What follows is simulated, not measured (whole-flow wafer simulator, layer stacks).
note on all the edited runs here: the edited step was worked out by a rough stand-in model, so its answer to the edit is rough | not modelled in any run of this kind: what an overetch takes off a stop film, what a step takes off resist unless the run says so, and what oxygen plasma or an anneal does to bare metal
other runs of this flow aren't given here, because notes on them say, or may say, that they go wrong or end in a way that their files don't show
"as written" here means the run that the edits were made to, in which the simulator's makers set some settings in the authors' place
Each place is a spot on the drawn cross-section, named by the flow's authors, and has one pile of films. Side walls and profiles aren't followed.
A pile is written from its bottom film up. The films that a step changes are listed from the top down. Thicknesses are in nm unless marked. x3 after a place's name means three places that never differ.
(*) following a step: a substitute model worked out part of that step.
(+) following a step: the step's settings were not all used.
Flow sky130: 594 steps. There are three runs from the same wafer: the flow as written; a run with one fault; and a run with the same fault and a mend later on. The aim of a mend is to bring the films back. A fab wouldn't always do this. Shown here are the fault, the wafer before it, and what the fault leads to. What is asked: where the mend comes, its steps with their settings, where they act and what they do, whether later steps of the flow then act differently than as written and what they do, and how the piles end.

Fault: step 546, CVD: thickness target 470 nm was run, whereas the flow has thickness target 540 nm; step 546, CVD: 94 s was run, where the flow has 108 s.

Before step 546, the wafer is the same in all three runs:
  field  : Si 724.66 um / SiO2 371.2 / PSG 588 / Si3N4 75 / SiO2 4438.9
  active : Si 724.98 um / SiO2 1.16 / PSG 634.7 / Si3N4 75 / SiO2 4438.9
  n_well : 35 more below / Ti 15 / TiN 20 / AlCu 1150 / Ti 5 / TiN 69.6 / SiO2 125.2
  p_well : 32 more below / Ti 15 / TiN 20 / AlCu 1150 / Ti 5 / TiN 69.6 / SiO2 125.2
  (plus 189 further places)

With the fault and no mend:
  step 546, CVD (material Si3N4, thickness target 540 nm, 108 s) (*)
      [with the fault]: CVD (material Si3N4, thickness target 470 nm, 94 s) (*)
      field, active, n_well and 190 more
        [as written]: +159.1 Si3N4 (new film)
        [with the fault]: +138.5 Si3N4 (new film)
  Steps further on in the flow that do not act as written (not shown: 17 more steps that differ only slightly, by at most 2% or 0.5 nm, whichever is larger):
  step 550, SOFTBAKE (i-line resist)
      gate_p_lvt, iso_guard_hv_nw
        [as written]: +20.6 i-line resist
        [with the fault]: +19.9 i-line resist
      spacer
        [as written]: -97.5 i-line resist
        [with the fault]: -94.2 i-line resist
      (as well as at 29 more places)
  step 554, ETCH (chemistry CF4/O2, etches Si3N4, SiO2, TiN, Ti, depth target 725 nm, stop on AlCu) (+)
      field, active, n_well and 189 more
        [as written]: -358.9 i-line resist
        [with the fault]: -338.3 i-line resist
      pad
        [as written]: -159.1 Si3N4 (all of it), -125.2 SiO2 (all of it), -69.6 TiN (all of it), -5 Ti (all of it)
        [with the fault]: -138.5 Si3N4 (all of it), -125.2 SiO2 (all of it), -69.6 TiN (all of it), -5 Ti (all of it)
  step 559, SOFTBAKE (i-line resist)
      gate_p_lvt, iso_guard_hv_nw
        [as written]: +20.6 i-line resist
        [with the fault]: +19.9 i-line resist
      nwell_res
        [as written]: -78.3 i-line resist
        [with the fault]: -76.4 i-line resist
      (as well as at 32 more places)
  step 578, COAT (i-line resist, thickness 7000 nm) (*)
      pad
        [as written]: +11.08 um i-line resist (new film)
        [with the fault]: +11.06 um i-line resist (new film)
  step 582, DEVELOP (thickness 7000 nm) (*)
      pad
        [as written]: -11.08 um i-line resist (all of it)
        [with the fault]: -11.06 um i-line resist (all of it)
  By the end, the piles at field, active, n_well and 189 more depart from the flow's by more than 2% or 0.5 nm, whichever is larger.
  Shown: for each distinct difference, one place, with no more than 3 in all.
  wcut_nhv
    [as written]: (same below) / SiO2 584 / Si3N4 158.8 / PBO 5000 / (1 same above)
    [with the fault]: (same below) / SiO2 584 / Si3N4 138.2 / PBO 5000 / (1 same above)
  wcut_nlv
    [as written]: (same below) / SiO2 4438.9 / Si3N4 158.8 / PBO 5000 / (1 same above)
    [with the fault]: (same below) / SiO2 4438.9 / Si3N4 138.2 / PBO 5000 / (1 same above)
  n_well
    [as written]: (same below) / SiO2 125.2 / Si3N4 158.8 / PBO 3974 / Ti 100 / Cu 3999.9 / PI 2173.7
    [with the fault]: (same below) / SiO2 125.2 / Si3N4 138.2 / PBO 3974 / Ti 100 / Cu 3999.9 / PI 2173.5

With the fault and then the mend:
  The mend stands after step 553.
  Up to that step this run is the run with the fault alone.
  step 553a, STRIP (chemistry O2/N2, over-ash 70%, power 2160 W, pressure 1700 mTorr) (*)
      gate_hv, dice_street, iso_guard and 83 more
        -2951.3 i-line resist (all of it)
      n_well, p_well, sd_n, sd_p
        -1699.7 i-line resist (all of it)
      mim_edge_plate_strap, mim_edge_plate, mim_edge_gap, mim_edge_gap_sheet
        -2961.8 i-line resist (all of it)
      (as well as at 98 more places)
  step 553b, CVD (material Si3N4, thickness target 70 nm, 14 s) (*) (the flow's step 546, run once more with other settings)
      field, active, n_well and 190 more
        +20.7 Si3N4
  step 553c, HMDS (120 C, 60 s) (the flow's step 548, run once more)
      leaves every film unchanged at each place that is followed
  step 553d, COAT (i-line resist, thickness 3000 nm) (*) (the flow's step 549, run once more)
      gate_hv, dice_street, iso_guard and 83 more
        +3000 i-line resist (new film)
      n_well, p_well, sd_n, sd_p, pad
        +1726 i-line resist (new film)
      active, active_p_lvt, field_nw, iso_guard_nw
        +3005.4 i-line resist (new film)
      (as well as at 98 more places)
  step 553e, SOFTBAKE (i-line resist) (the flow's step 550, run once more)
      drift_dnw, rpo_hd_licon
        -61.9 i-line resist
      gate_p_lvt, iso_guard_hv_nw
        +20.6 i-line resist
      field
        -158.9 i-line resist
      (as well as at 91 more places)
  step 553f, EXPOSE (photomask NSM) (the flow's step 551, run once more)
      leaves every film unchanged at each place that is followed
  step 553g, PEB (i-line resist, 115 C, 93.9 s) (the flow's step 552, run once more)
      gate_hv, dice_street, iso_guard and 92 more
        -48.7 i-line resist
      gate, spacer, sonos_cell and 15 more
        -49.2 i-line resist
      vpp_tail, sti_nw, ndiff_ln and 8 more
        -48.8 i-line resist
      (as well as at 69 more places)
  step 553h, DEVELOP (thickness 3000 nm) (*) (the flow's step 553, run once more)
      mim, pwell_dnw, vpp_tail and 17 more
        -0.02 i-line resist
      pad
        -1699.7 i-line resist (all of it)
  None of the later steps of the flow differs from how it acts as written, at any place that is followed, by more than 2% or 0.5 nm, whichever is larger.
  The piles end only slightly different from the flow's at the places that both follow, by no more than 2% or 0.5 nm, whichever is larger.
